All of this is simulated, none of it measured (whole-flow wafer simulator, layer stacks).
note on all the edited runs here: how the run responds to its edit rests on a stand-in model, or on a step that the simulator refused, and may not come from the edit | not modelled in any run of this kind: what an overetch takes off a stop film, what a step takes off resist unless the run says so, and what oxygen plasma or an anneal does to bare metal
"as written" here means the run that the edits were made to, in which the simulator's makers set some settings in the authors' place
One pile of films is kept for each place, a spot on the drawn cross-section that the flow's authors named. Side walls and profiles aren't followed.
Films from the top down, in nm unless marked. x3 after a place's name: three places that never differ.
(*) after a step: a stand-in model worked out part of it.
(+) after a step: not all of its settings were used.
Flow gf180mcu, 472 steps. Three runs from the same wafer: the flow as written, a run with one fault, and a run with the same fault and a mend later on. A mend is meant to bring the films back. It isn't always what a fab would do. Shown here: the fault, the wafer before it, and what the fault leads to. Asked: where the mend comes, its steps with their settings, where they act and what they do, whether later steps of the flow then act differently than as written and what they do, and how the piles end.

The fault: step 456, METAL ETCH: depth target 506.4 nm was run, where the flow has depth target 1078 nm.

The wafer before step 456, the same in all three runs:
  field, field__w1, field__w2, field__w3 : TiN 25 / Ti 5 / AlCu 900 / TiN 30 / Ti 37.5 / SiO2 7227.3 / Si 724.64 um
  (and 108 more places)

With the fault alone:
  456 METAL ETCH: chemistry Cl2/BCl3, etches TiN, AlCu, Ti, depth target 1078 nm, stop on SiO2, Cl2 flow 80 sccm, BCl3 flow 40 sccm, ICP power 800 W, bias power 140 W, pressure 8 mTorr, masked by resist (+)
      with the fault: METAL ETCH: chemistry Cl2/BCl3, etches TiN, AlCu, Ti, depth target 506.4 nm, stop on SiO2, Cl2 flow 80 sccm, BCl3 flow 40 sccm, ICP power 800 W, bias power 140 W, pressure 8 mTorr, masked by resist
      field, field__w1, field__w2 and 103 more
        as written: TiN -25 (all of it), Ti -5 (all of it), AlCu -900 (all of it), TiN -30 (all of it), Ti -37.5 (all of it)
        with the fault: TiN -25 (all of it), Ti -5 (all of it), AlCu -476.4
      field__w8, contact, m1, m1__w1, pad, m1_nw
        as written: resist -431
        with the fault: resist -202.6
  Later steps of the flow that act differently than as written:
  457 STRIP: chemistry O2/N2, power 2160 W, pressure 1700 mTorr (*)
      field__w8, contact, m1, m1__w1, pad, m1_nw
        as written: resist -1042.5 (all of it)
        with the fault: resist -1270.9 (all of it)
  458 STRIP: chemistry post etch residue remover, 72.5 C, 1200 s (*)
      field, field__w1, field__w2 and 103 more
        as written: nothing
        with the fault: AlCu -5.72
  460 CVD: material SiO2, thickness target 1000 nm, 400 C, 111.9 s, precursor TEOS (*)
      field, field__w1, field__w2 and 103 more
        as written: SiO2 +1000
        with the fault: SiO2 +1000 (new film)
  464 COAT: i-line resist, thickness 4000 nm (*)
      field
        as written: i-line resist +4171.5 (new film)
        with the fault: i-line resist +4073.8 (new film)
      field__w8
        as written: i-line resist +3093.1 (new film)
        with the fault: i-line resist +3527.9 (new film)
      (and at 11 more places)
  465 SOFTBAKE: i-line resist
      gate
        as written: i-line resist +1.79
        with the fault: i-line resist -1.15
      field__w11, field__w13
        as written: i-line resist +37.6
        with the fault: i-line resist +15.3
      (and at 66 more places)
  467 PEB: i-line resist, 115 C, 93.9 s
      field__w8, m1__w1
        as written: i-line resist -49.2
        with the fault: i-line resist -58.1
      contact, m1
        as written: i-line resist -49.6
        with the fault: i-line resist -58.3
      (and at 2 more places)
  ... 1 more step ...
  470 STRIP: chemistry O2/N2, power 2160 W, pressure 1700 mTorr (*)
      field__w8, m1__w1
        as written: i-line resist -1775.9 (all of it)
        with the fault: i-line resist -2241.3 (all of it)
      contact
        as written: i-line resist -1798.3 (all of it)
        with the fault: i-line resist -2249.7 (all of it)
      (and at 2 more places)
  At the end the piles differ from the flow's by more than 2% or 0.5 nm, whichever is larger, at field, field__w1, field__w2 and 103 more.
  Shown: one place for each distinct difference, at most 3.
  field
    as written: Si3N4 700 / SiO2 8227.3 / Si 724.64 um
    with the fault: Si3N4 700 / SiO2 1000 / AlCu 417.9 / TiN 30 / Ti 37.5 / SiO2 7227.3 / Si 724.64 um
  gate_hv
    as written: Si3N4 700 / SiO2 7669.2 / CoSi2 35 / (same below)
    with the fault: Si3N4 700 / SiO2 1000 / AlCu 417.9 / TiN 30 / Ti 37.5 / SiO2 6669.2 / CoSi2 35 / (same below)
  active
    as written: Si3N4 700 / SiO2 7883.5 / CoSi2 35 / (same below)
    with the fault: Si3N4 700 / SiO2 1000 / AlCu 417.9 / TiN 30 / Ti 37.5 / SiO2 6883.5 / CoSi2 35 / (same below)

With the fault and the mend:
  The mend comes after step 458.
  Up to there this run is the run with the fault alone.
  458a DEHYDRATE: 200 C, 60 s (the flow's step 449 once more)
      changes no film at any place that is followed
  458b HMDS: 120 C, 60 s (the flow's step 450 once more)
      changes no film at any place that is followed
  458c COAT: resist, thickness 1500 nm (*) (the flow's step 451 once more)
      iso_ptap_pw, iso_ntap_nw, iso_nw_fld and 33 more
        resist +1500 (new film)
      field_sub, field_sub__w1, field_sub__w2 and 9 more
        resist +1506.8 (new film)
      p_well, sti, spacer, sd_n, mim_1p0, dice_street
        resist +1502.5 (new film)
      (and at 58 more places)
  458d SOFTBAKE: resist (the flow's step 452 once more)
      field__w9, ld_body_p_dnw
        resist -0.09
      field__w11, field_sub__w5
        resist -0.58
      gate_hv, polyc_n_rim
        resist +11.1
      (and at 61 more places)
  458e EXPOSE: photomask MetalTop (the flow's step 453 once more)
      changes no film at any place that is followed
  458f PEB: resist, 70.3 s (the flow's step 454 once more)
      iso_ptap_pw, iso_ntap_nw, iso_nw_fld and 33 more
        resist -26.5
      field__w5, field__w6, field__w9 and 30 more
        resist -26.6
      field__w2, field__w3, field__w7 and 18 more
        resist -26.7
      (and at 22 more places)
  458g DEVELOP: thickness 1500 nm, 60 s (the flow's step 455 once more)
      iso_ptap_pw, iso_ntap_nw, iso_nw_fld and 33 more
        resist -1473.5 (all of it)
      field__w11, field__w12, field__w13 and 6 more
        resist -1480.5 (all of it)
      p_well, sti, spacer, sd_n, mim_1p0, dice_street
        resist -1475.9 (all of it)
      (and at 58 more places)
  458h METAL ETCH: chemistry Cl2/BCl3, etches TiN, AlCu, Ti, depth target 571.1 nm, stop on SiO2, Cl2 flow 80 sccm, BCl3 flow 40 sccm, ICP power 800 W, bias power 140 W, pressure 8 mTorr, masked by resist (+) (the flow's step 456 once more, with other settings)
      field, field__w1, field__w2 and 103 more
        AlCu -417.9 (all of it), TiN -30 (all of it), Ti -37.5 (all of it)
      field__w8, contact, m1, m1__w1, pad, m1_nw
        resist -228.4
  458i STRIP: chemistry O2/N2, power 2160 W, pressure 1700 mTorr (*) (the flow's step 457 once more)
      field__w8
        resist -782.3 (all of it)
      contact
        resist -781.1 (all of it)
      m1
        resist -781.2 (all of it)
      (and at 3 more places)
  458j STRIP: chemistry post etch residue remover, 72.5 C, 1200 s (*) (the flow's step 458 once more)
      field__w8, contact, m1, m1__w1, pad, m1_nw
        TiN -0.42
  No later step of the flow acts differently than as written, at any place that is followed, by more than 2% or 0.5 nm, whichever is larger.
  At the end the piles differ from the flow's only slightly at the places that both follow, by at most 2% or 0.5 nm, whichever is larger.
